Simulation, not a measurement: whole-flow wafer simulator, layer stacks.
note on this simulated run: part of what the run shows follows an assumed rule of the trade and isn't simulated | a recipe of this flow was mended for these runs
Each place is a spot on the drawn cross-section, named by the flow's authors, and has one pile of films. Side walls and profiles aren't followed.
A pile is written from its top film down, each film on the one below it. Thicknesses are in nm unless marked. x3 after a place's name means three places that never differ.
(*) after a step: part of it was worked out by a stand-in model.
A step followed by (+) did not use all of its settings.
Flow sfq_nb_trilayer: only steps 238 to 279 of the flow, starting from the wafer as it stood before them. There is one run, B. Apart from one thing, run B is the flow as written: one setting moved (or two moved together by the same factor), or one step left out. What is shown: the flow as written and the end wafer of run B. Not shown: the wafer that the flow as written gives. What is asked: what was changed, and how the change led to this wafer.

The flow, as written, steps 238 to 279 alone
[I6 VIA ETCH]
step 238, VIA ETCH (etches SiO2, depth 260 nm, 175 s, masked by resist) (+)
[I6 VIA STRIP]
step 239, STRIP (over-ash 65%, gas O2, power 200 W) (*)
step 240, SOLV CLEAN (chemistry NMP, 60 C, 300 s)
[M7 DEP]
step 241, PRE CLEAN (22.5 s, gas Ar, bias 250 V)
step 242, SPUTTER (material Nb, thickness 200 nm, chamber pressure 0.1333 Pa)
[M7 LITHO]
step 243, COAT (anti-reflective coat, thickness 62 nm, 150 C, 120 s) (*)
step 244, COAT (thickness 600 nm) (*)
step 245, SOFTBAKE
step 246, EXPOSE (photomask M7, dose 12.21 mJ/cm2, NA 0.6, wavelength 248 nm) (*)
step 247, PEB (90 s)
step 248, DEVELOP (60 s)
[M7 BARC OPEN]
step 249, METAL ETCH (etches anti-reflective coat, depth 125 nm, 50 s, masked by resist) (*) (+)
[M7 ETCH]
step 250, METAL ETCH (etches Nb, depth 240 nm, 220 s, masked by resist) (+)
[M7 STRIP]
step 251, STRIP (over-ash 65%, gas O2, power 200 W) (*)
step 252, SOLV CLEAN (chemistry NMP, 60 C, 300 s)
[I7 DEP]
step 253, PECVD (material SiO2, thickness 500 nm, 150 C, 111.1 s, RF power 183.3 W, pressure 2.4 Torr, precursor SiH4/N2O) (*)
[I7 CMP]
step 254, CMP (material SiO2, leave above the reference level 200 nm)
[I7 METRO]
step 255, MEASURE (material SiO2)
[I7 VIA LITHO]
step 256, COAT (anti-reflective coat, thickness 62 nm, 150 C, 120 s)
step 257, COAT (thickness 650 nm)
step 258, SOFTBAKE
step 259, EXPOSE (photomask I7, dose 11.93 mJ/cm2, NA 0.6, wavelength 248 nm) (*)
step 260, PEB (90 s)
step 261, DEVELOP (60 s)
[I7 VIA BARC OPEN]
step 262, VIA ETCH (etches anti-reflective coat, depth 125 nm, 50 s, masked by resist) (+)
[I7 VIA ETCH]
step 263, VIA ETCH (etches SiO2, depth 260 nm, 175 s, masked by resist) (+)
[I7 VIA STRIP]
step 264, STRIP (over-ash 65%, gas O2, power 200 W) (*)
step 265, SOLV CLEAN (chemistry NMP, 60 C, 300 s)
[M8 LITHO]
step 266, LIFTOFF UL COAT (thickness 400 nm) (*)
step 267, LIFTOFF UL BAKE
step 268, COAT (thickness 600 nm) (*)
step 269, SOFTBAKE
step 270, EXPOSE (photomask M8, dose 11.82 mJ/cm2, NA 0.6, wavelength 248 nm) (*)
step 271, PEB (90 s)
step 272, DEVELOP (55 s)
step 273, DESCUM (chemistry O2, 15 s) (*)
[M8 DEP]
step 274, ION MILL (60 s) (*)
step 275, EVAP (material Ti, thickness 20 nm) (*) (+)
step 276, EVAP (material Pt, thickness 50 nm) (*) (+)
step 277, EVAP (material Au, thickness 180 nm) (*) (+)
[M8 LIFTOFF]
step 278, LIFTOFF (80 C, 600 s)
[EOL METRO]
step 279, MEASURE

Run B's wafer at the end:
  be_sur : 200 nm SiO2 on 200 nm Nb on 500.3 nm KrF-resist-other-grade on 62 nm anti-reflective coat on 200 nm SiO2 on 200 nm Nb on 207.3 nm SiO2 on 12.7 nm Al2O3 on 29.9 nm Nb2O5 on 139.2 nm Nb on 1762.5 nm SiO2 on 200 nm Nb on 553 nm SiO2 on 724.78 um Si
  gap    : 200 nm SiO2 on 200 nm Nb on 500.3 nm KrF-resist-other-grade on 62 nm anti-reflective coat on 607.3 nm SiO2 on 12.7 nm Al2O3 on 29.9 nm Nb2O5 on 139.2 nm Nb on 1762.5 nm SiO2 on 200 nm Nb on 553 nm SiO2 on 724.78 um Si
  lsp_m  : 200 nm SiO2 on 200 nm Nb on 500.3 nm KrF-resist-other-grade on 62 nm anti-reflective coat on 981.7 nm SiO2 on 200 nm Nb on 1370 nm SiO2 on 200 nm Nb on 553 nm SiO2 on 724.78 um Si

The reason: step 239, STRIP: over-ash 65%, gas O2, power 200 W (*), was not run.

Step by step, how the change led to this:
  step 241, PRE CLEAN (22.5 s, gas Ar, bias 250 V)
      field_l, v_sur, via_wl and 102 more: -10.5 KrF-resist-other-grade (in the flow as written it would be: -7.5 SiO2)
  step 242, SPUTTER (material Nb, thickness 200 nm, chamber pressure 0.1333 Pa)
      via_v: +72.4 Nb (in the flow as written it would be: +159.9 Nb)
  step 243, COAT (anti-reflective coat, thickness 62 nm, 150 C, 120 s) (*)
      v_sur: +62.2 anti-reflective coat (new film) (in the flow as written it would be: +64.6 anti-reflective coat (new film))
      via_wl: +63.6 anti-reflective coat (new film) (in the flow as written it would be: +67.5 anti-reflective coat (new film))
      (as well as at 8 more places)
  step 244, COAT (thickness 600 nm) (*)
      via_sp: +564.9 KrF-resist-other-grade (new film) (in the flow as written it would be: +599.6 KrF-resist-other-grade (new film))
      via_v: +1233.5 KrF-resist-other-grade (new film) (in the flow as written it would be: +742.2 KrF-resist-other-grade (new film))
      (as well as at 1 more place)
  step 247, PEB (90 s)
      via_v: -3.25 KrF-resist-other-grade (in the flow as written it would be: -1.61 KrF-resist-other-grade)
  step 250, METAL ETCH (etches Nb, depth 240 nm, 220 s, masked by resist) (+)
      field_l, field_r, lsp_l and 62 more: -200 Nb (all of it), -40 KrF-resist-other-grade (in the flow as written it would be: -200 Nb (all of it), -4 SiO2)
  step 251, STRIP (over-ash 65%, gas O2, power 200 W) (*)
      field_l, field_r, lsp_l and 62 more: -460.3 KrF-resist-other-grade (all of it), -62 anti-reflective coat (all of it) (in the flow as written it would be: nothing)
      v_sur: -356 KrF-resist-other-grade (all of it), -62.2 anti-reflective coat (all of it) (in the flow as written it would be: -360.6 KrF-resist-other-grade (all of it), -64.6 anti-reflective coat (all of it))
      (as well as at 9 more places)
  step 253, PECVD (material SiO2, thickness 500 nm, 150 C, 111.1 s, RF power 183.3 W, pressure 2.4 Torr, precursor SiH4/N2O) (*)
      via_v: +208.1 SiO2 (new film), +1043 void (new film), +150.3 SiO2 (new film) (in the flow as written it would be: +627.2 SiO2 (new film))
      field_r, lsp_l: +342.1 SiO2 (in the flow as written it would be: +477.2 SiO2)
      (as well as at 4 more places)
  step 254, CMP (material SiO2, leave above the reference level 200 nm)
      field_l, p4_fl, p4_fm and 56 more: nothing (in the flow as written it would be: -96 SiO2)
      field_r, lsp_l: nothing (in the flow as written it would be: -73.2 SiO2)
      (as well as at 5 more places)
  step 256, COAT (anti-reflective coat, thickness 62 nm, 150 C, 120 s)
      m0r_line_l, m0r_line_r, m6r_line_l, m6r_line_r: +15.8 anti-reflective coat (new film) (in the flow as written it would be: +62 anti-reflective coat (new film))
      m0r_space_l, m0r_space_r, m6r_space_l, m6r_space_r: +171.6 anti-reflective coat (new film) (in the flow as written it would be: +62 anti-reflective coat (new film))
      (as well as at 97 more places)
  step 257, COAT (thickness 650 nm)
      m0r_line_l, m0r_line_r, m6r_line_l, m6r_line_r: +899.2 KrF-resist-other-grade (new film) (in the flow as written it would be: +650 KrF-resist-other-grade (new film))
      m0r_space_l, m0r_space_r, m6r_space_l, m6r_space_r: +768.4 KrF-resist-other-grade (new film) (in the flow as written it would be: +650 KrF-resist-other-grade (new film))
      (as well as at 92 more places)
  step 260, PEB (90 s)
      m0r_line_l, m0r_line_r, m6r_line_l, m6r_line_r: -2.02 KrF-resist-other-grade (in the flow as written it would be: -1.38 KrF-resist-other-grade)
      m5r_linepad_l, m5r_linepad_r: -0.86 KrF-resist-other-grade (in the flow as written it would be: -1.38 KrF-resist-other-grade)
      (as well as at 6 more places)
  step 261, DEVELOP (60 s)
      via_wl: -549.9 KrF-resist-other-grade (all of it) (in the flow as written it would be: -648.6 KrF-resist-other-grade (all of it))
      via_w: -559.1 KrF-resist-other-grade (all of it) (in the flow as written it would be: -648.6 KrF-resist-other-grade (all of it))
      (as well as at 1 more place)
  step 262, VIA ETCH (etches anti-reflective coat, depth 125 nm, 50 s, masked by resist) (+)
      via_wl: -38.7 anti-reflective coat (all of it), -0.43 SiO2 (in the flow as written it would be: -62 anti-reflective coat (all of it), -0.31 SiO2)
      via_w: -38.9 anti-reflective coat (all of it), -0.43 SiO2 (in the flow as written it would be: -62 anti-reflective coat (all of it), -0.31 SiO2)
      (as well as at 1 more place)
  step 264, STRIP (over-ash 65%, gas O2, power 200 W) (*)
      m0r_line_l, m0r_line_r, m6r_line_l, m6r_line_r: -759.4 KrF-resist-other-grade (all of it), -15.8 anti-reflective coat (all of it) (in the flow as written it would be: -510.8 KrF-resist-other-grade (all of it), -62 anti-reflective coat (all of it))
      m0r_space_l, m0r_space_r, m6r_space_l, m6r_space_r: -628.9 KrF-resist-other-grade (all of it), -171.6 anti-reflective coat (all of it) (in the flow as written it would be: -510.8 KrF-resist-other-grade (all of it), -62 anti-reflective coat (all of it))
      (as well as at 94 more places)
  step 266, LIFTOFF UL COAT (thickness 400 nm) (*)
      m0r_line_l, m0r_line_r, m6r_line_l, m6r_line_r: +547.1 lift-off-underlayer (new film) (in the flow as written it would be: +400 lift-off-underlayer (new film))
      m0r_space_l, m0r_space_r, m6r_space_l, m6r_space_r: +598.6 lift-off-underlayer (new film) (in the flow as written it would be: +400 lift-off-underlayer (new film))
      (as well as at 92 more places)
  ... 2 other steps ...
  step 278, LIFTOFF (80 C, 600 s)
      m0r_line_l, m0r_line_r, m6r_line_l, m6r_line_r: -180 Au (all of it), -50 Pt (all of it), -20 Ti (all of it), -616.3 KrF-resist-other-grade (all of it), -547.1 lift-off-underlayer (all of it) (in the flow as written it would be: -180 Au (all of it), -50 Pt (all of it), -20 Ti (all of it), -562.7 KrF-resist-other-grade (all of it), -400 lift-off-underlayer (all of it))
      m0r_space_l, m0r_space_r, m6r_space_l, m6r_space_r: -180 Au (all of it), -50 Pt (all of it), -20 Ti (all of it), -575.6 KrF-resist-other-grade (all of it), -598.6 lift-off-underlayer (all of it) (in the flow as written it would be: -180 Au (all of it), -50 Pt (all of it), -20 Ti (all of it), -562.7 KrF-resist-other-grade (all of it), -400 lift-off-underlayer (all of it))
      (as well as at 87 more places)
